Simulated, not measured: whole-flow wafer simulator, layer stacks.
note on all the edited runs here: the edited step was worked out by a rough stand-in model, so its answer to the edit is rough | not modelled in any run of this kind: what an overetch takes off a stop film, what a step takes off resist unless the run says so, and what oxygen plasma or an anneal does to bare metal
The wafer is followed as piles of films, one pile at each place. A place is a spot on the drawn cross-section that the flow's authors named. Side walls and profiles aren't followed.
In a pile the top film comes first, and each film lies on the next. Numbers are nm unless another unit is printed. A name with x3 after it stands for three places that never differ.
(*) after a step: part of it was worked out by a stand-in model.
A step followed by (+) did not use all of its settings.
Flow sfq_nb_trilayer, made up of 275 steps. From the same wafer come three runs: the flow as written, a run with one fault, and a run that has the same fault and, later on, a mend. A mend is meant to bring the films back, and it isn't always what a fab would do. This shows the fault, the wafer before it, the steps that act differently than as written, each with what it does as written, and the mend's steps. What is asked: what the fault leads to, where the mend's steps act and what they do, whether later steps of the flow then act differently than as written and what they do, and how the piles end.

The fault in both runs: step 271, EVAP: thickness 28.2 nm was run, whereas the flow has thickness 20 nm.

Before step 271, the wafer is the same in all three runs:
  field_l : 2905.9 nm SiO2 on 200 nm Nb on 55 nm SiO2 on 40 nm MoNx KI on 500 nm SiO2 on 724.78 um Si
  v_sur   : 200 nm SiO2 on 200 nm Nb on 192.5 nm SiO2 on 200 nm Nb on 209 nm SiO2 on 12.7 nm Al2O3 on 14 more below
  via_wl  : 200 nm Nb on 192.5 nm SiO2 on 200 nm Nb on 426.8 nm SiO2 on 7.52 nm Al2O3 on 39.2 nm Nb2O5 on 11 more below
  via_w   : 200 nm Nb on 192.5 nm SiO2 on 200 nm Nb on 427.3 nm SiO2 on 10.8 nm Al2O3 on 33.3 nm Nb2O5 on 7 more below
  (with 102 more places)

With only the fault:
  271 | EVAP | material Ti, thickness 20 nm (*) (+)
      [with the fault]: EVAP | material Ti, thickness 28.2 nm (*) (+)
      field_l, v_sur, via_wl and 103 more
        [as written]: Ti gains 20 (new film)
        [with the fault]: Ti gains 28.2 (new film)
  Steps later in the flow that act otherwise than as written:
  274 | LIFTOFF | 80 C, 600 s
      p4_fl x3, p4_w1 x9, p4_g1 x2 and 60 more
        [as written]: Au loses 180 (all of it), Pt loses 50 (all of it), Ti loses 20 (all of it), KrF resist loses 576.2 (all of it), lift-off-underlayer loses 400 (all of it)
        [with the fault]: Au loses 180 (all of it), Pt loses 50 (all of it), Ti loses 28.2 (all of it), KrF resist loses 576.2 (all of it), lift-off-underlayer loses 400 (all of it)
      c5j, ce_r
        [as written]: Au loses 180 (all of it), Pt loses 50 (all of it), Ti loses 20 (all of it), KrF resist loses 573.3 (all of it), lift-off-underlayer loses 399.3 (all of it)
        [with the fault]: Au loses 180 (all of it), Pt loses 50 (all of it), Ti loses 28.2 (all of it), KrF resist loses 573.3 (all of it), lift-off-underlayer loses 399.3 (all of it)
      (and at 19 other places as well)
  The piles end different from the flow's at field_l, v_sur, via_wl and 8 more by more than 2% or 0.5 nm, whichever is larger.
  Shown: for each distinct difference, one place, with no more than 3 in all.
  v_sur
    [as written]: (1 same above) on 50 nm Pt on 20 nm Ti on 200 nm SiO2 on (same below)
    [with the fault]: (1 same above) on 50 nm Pt on 28.2 nm Ti on 200 nm SiO2 on (same below)
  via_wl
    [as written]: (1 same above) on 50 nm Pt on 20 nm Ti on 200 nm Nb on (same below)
    [with the fault]: (1 same above) on 50 nm Pt on 28.2 nm Ti on 200 nm Nb on (same below)
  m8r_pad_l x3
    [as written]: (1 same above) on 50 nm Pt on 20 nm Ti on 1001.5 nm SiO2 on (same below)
    [with the fault]: (1 same above) on 50 nm Pt on 28.2 nm Ti on 1001.5 nm SiO2 on (same below)

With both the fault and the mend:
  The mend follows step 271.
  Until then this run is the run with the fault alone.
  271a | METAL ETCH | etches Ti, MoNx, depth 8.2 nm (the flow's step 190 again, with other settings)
      field_l, v_sur, via_wl and 103 more
        Ti loses 8.2
  Later steps of the flow that are run all act as written at every place that is followed.
  The piles end the same as the flow's at every place that both follow.
